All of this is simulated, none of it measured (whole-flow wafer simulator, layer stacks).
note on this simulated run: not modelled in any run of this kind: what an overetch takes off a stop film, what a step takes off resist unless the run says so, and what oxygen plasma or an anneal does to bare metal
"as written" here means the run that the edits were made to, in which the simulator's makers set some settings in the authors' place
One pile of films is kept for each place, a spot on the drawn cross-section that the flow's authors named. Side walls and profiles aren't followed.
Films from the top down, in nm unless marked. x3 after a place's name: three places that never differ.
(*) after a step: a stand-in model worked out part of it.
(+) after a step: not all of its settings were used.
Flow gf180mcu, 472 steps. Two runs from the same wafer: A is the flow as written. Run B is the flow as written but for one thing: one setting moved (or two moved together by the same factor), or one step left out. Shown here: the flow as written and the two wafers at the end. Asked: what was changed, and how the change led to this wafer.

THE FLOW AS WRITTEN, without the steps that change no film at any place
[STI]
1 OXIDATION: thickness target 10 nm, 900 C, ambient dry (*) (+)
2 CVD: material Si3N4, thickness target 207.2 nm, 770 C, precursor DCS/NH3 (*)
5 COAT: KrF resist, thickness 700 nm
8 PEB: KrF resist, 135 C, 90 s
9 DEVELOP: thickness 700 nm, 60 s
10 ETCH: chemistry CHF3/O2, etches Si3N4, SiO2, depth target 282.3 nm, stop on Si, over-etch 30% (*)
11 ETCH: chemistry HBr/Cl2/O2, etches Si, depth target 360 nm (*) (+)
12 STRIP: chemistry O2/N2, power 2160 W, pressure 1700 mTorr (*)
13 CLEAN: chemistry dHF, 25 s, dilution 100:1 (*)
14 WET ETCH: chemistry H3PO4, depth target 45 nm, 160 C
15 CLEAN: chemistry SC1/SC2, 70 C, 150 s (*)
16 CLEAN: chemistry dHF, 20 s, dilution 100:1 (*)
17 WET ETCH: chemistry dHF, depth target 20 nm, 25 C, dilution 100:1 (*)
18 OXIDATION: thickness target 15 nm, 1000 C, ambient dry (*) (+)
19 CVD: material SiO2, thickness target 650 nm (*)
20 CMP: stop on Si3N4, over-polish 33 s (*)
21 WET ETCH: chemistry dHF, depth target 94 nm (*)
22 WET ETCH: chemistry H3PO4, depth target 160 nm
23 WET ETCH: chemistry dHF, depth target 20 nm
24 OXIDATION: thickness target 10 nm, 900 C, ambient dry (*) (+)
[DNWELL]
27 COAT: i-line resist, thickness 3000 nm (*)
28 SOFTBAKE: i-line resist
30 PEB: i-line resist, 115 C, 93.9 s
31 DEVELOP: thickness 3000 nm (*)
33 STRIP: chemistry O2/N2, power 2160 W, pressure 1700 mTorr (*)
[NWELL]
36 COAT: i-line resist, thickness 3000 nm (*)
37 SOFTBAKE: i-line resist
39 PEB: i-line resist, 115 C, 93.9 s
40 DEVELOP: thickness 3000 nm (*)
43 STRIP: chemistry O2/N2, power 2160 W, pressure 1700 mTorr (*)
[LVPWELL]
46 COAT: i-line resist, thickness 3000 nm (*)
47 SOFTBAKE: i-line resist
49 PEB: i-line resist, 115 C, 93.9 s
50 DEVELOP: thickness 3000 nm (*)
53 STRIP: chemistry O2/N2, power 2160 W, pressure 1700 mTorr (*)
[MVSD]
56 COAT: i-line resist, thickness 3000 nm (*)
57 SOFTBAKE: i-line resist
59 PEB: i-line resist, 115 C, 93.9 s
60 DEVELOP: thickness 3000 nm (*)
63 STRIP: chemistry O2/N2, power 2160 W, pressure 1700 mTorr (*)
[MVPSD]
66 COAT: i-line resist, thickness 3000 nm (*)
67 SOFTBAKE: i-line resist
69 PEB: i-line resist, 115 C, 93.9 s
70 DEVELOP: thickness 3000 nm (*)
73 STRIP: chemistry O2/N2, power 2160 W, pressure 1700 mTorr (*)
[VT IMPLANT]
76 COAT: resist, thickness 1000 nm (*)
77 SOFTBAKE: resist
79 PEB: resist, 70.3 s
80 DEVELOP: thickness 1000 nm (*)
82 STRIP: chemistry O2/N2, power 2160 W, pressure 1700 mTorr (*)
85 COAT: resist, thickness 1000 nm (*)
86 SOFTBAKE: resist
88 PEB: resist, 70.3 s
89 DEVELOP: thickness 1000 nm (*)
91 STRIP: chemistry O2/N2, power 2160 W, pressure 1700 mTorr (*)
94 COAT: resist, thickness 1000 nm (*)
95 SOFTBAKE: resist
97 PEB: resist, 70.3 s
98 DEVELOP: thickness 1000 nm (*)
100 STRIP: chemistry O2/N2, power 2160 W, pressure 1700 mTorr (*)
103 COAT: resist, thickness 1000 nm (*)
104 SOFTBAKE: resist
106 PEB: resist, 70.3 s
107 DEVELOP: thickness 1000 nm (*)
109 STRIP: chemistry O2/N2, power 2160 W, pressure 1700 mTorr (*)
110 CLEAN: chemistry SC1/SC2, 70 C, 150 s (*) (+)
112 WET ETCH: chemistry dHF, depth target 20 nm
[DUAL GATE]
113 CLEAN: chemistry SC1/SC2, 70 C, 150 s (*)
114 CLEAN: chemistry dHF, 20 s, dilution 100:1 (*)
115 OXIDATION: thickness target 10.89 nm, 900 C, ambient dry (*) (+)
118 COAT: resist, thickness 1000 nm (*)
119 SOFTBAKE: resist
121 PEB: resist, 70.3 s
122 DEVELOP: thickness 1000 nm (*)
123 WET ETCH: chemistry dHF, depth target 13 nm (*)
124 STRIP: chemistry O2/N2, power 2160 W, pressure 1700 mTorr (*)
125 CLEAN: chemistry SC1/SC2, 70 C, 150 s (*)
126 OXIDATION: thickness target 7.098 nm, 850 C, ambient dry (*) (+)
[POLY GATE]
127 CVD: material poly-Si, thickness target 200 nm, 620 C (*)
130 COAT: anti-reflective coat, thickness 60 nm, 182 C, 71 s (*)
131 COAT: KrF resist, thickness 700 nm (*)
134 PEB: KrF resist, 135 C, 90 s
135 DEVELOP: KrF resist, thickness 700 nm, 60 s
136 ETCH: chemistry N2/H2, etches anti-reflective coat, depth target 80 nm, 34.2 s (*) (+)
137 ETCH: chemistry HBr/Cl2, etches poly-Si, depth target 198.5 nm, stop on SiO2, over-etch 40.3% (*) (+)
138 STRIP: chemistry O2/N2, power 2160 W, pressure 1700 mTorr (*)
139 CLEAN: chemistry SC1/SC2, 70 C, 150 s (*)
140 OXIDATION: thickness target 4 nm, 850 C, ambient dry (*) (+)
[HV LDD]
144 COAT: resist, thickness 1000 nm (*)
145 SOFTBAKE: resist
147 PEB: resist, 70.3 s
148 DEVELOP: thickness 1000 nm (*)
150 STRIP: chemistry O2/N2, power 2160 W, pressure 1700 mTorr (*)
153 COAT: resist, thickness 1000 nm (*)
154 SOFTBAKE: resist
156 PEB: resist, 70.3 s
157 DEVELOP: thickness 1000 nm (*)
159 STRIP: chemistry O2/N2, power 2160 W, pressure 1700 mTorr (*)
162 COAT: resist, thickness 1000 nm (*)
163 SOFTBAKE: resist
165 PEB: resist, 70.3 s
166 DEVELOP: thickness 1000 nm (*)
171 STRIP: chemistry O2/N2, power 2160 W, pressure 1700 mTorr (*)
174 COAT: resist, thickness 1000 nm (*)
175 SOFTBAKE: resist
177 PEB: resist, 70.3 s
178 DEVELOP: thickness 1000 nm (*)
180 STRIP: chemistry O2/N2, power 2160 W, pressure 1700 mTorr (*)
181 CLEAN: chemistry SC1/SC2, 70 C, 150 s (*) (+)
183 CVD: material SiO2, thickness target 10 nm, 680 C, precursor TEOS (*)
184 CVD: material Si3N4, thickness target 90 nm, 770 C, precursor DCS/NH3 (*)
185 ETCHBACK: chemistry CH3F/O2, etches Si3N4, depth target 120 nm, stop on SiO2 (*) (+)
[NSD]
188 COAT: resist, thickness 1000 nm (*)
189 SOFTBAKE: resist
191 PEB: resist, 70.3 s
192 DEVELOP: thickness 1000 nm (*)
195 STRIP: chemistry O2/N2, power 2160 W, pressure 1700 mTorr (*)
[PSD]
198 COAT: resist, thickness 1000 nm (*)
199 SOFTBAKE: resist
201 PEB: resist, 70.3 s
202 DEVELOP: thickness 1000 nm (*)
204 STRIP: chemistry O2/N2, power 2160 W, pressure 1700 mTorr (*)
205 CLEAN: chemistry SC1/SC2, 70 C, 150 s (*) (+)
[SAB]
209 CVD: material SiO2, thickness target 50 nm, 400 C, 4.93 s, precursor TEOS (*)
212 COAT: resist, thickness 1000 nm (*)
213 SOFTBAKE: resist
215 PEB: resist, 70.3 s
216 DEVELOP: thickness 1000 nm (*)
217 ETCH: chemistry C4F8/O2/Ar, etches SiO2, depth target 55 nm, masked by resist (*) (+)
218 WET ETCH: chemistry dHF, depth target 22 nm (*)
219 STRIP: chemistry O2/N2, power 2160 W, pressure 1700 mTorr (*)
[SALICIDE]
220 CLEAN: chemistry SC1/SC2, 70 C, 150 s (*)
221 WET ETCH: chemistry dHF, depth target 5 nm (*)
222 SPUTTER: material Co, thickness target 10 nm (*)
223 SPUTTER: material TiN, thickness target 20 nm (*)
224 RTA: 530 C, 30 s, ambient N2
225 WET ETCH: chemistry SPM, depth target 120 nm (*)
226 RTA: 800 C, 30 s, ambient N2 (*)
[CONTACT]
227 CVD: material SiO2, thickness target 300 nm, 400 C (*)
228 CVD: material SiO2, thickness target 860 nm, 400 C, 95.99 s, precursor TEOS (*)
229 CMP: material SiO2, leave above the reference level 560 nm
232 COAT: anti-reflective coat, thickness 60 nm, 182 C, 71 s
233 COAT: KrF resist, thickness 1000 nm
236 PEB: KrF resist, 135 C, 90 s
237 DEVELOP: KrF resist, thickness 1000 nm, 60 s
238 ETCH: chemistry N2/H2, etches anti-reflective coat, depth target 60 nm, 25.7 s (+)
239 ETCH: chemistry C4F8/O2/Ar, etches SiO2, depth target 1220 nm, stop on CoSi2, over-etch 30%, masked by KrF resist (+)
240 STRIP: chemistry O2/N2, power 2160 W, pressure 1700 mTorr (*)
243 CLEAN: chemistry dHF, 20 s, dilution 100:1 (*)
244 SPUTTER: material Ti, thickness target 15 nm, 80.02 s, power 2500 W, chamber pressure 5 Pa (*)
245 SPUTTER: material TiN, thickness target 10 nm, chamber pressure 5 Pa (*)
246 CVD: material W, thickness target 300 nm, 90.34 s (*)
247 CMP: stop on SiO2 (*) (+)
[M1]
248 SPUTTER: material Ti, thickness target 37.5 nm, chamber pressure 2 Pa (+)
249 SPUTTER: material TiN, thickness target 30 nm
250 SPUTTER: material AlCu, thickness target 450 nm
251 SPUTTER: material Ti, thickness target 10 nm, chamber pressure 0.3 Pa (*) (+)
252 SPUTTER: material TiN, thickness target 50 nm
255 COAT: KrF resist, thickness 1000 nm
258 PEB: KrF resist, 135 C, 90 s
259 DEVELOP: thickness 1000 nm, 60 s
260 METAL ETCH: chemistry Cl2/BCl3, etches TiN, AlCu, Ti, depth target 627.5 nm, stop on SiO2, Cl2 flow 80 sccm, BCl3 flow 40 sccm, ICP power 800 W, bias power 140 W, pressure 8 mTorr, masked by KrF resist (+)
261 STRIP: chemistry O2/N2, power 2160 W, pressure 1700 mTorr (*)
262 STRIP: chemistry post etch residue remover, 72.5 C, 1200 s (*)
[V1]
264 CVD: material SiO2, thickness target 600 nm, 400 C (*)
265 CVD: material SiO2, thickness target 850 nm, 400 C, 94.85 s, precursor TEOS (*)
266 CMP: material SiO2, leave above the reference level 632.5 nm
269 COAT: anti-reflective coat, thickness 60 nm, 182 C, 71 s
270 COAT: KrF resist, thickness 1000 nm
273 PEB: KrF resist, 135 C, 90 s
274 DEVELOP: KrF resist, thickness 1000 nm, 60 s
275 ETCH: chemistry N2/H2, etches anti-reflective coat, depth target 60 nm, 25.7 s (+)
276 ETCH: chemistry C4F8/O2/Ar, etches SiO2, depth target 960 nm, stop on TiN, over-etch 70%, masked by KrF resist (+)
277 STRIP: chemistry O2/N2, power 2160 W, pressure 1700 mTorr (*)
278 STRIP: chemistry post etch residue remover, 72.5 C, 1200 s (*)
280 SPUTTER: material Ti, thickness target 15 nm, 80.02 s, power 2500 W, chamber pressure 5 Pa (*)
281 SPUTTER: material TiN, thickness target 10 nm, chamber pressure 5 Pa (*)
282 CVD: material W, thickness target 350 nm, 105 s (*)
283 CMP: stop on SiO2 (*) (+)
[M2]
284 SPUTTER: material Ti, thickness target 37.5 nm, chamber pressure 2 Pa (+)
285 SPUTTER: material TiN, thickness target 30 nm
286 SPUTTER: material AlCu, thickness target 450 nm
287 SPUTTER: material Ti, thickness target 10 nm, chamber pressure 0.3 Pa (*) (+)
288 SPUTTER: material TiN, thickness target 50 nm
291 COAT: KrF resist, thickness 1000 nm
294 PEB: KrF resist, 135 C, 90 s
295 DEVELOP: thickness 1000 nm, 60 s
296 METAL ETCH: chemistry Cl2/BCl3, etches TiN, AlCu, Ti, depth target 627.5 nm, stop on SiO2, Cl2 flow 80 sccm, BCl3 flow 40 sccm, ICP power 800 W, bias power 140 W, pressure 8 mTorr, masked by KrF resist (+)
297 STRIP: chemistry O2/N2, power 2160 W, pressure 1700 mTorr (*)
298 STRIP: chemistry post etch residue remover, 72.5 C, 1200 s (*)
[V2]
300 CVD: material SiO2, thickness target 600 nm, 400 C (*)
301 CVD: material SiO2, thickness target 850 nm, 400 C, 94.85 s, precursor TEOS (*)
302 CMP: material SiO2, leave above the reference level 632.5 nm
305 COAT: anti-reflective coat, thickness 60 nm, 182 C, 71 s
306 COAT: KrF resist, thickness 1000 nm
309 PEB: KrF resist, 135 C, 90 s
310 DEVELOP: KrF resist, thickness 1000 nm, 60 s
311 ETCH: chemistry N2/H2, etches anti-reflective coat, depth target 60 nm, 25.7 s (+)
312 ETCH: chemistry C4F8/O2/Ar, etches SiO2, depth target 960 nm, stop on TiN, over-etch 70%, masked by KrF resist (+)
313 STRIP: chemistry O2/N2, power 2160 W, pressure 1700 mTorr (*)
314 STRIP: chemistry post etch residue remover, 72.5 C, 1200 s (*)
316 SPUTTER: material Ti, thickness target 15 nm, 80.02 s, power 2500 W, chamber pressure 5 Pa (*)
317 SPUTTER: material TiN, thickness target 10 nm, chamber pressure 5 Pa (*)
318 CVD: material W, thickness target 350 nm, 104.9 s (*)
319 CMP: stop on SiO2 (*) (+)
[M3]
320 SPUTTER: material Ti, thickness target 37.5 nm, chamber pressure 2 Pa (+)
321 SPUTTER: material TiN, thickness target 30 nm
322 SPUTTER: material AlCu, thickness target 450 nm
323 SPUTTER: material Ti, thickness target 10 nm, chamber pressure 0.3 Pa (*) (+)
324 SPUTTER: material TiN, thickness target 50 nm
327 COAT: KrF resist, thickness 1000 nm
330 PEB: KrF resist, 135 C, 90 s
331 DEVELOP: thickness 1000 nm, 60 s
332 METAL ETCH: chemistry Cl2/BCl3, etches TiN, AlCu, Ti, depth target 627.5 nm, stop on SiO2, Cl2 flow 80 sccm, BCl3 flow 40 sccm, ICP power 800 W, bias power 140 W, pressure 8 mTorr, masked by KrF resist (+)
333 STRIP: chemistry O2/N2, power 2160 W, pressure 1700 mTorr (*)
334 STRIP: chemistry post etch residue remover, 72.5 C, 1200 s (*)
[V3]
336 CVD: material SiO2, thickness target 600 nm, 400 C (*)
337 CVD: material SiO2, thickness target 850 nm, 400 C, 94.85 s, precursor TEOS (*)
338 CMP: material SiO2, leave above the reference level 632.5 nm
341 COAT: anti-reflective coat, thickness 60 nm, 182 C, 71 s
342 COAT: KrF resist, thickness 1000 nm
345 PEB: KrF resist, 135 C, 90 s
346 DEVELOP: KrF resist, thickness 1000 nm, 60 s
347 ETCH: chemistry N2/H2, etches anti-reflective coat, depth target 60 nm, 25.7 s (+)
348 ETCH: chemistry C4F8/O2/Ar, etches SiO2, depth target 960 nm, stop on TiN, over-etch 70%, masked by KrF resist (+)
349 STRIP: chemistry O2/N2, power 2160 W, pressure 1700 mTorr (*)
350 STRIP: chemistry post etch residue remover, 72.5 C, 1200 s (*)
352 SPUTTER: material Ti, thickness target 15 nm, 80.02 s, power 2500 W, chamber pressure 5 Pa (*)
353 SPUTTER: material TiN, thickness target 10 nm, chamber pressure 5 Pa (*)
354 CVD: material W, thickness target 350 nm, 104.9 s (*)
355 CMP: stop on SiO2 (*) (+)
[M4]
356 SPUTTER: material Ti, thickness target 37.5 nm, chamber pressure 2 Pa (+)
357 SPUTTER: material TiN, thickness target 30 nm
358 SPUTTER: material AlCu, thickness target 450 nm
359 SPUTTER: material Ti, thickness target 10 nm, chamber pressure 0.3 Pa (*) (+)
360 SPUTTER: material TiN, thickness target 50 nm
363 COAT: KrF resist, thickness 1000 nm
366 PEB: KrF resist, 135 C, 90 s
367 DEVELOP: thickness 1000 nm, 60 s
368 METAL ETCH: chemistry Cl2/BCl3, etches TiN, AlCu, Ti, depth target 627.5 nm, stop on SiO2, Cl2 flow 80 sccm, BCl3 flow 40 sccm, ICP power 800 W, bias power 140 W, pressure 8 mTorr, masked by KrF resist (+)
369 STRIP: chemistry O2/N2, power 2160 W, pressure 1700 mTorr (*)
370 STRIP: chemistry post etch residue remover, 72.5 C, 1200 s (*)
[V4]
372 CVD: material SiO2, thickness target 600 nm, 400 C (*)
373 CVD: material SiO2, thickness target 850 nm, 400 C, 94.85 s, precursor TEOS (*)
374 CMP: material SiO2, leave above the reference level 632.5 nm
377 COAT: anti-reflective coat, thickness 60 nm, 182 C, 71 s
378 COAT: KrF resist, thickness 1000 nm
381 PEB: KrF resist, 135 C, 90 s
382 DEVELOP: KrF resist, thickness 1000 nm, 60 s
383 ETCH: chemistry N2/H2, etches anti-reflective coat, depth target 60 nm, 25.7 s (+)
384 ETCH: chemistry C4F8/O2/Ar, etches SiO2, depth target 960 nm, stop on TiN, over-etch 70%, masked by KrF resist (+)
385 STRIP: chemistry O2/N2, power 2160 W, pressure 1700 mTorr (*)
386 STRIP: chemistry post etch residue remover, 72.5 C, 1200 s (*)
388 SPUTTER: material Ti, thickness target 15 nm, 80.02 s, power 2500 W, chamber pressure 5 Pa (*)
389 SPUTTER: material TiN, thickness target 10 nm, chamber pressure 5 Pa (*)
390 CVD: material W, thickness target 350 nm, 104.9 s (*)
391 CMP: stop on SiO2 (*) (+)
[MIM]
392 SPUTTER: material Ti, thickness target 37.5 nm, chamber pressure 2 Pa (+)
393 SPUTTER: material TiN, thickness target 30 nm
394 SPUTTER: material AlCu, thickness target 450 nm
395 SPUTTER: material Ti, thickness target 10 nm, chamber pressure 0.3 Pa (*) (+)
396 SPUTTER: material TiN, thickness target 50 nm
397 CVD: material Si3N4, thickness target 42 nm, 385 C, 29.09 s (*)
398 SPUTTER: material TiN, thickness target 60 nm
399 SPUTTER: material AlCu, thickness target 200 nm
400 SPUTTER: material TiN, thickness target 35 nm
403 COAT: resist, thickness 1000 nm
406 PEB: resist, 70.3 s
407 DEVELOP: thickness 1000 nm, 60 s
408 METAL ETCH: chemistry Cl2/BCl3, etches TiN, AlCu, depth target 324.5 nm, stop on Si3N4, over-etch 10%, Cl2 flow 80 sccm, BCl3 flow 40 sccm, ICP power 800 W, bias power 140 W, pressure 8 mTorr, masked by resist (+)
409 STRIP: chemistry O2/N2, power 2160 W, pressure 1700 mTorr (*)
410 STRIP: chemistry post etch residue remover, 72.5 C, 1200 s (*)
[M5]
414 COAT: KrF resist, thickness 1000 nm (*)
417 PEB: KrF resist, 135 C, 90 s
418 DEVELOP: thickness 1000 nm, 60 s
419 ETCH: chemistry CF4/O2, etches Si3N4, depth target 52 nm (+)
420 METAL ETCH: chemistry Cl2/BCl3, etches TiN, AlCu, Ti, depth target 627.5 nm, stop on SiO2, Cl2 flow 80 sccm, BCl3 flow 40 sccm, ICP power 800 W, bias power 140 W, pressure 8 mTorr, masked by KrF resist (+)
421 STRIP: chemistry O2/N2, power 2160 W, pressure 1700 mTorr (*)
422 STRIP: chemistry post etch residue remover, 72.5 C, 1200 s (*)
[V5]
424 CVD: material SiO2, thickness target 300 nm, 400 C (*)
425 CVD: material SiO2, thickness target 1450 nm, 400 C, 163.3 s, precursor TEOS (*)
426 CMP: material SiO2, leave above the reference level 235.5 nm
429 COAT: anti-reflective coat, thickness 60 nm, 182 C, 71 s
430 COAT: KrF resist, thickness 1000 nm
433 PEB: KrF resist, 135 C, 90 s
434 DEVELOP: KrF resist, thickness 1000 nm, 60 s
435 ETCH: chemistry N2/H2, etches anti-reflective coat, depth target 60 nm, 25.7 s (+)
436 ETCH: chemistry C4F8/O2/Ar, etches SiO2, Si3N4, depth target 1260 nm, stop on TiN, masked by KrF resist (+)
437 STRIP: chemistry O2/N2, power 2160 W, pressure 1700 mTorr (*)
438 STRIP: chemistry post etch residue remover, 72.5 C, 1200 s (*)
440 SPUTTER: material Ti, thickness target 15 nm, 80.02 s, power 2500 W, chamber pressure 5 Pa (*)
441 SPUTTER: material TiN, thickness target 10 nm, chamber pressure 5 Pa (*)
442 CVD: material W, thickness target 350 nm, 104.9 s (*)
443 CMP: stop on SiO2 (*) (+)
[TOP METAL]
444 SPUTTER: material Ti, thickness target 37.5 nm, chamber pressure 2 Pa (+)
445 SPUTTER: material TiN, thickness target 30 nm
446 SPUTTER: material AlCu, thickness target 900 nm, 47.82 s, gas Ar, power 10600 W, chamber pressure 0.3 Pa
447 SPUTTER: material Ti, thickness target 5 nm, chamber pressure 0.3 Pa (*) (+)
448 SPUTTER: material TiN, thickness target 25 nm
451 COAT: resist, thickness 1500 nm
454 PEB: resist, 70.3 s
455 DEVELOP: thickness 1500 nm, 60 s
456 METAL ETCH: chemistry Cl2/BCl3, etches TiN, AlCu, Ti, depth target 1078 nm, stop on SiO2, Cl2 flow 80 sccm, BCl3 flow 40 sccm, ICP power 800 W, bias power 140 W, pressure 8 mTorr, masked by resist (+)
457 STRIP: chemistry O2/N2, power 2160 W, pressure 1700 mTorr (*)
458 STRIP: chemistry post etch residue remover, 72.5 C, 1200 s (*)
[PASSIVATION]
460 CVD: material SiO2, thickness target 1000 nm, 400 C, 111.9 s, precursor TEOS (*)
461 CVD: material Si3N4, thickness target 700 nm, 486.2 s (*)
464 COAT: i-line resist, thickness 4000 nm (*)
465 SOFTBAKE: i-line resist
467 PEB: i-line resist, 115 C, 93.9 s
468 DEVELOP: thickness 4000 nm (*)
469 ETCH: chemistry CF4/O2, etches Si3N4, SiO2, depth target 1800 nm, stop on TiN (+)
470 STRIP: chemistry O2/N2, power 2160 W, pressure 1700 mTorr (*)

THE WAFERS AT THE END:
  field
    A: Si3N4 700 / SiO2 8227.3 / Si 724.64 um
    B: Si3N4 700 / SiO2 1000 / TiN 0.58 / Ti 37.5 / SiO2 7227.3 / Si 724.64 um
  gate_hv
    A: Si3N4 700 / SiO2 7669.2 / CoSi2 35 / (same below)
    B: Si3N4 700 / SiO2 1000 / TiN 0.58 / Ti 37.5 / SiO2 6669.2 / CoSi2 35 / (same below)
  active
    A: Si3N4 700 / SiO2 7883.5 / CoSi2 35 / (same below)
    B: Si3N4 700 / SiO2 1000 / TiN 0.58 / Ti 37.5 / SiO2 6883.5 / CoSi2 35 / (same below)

The cause: step 456, METAL ETCH: depth target 959 nm was run, where the flow has depth target 1078 nm.

How the change led to this, step by step:
  456 METAL ETCH: chemistry Cl2/BCl3, etches TiN, AlCu, Ti, depth target 1078 nm, stop on SiO2, Cl2 flow 80 sccm, BCl3 flow 40 sccm, ICP power 800 W, bias power 140 W, pressure 8 mTorr, masked by resist (+)
      field, field__w1, field__w2 and 103 more: A TiN -25 (all of it), Ti -5 (all of it), AlCu -900 (all of it), TiN -30 (all of it), Ti -37.5 (all of it) | B TiN -25 (all of it), Ti -5 (all of it), AlCu -900 (all of it), TiN -29
      field__w8, contact, m1, m1__w1, pad, m1_nw: A resist -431 | B resist -383.6
  457 STRIP: chemistry O2/N2, power 2160 W, pressure 1700 mTorr (*)
      field__w8, contact, m1, m1__w1, pad, m1_nw: A resist -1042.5 (all of it) | B resist -1089.9 (all of it)
  460 CVD: material SiO2, thickness target 1000 nm, 400 C, 111.9 s, precursor TEOS (*)
      field, field__w1, field__w2 and 103 more: A SiO2 +1000 | B SiO2 +1000 (new film)
  465 SOFTBAKE: i-line resist
      field__w2, field_sub__w4: A i-line resist +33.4 | B i-line resist +31.5
      field__w11, field__w13: A i-line resist +37.6 | B i-line resist +35.5
      (and at 63 more places)
  470 STRIP: chemistry O2/N2, power 2160 W, pressure 1700 mTorr (*)
      field__w8, m1__w1: A i-line resist -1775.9 (all of it) | B i-line resist -1812.4 (all of it)
Counting metal films that touch as one body, field has 1 body; the flow as written gives 0 bodies.
Counting metal films that touch as one body, gate_hv has 2 bodies (between them, from the top down: SiO2 6669.2); the flow as written gives 1 body.
Counting metal films that touch as one body, active has 2 bodies (between them, from the top down: SiO2 6883.5); the flow as written gives 1 body.
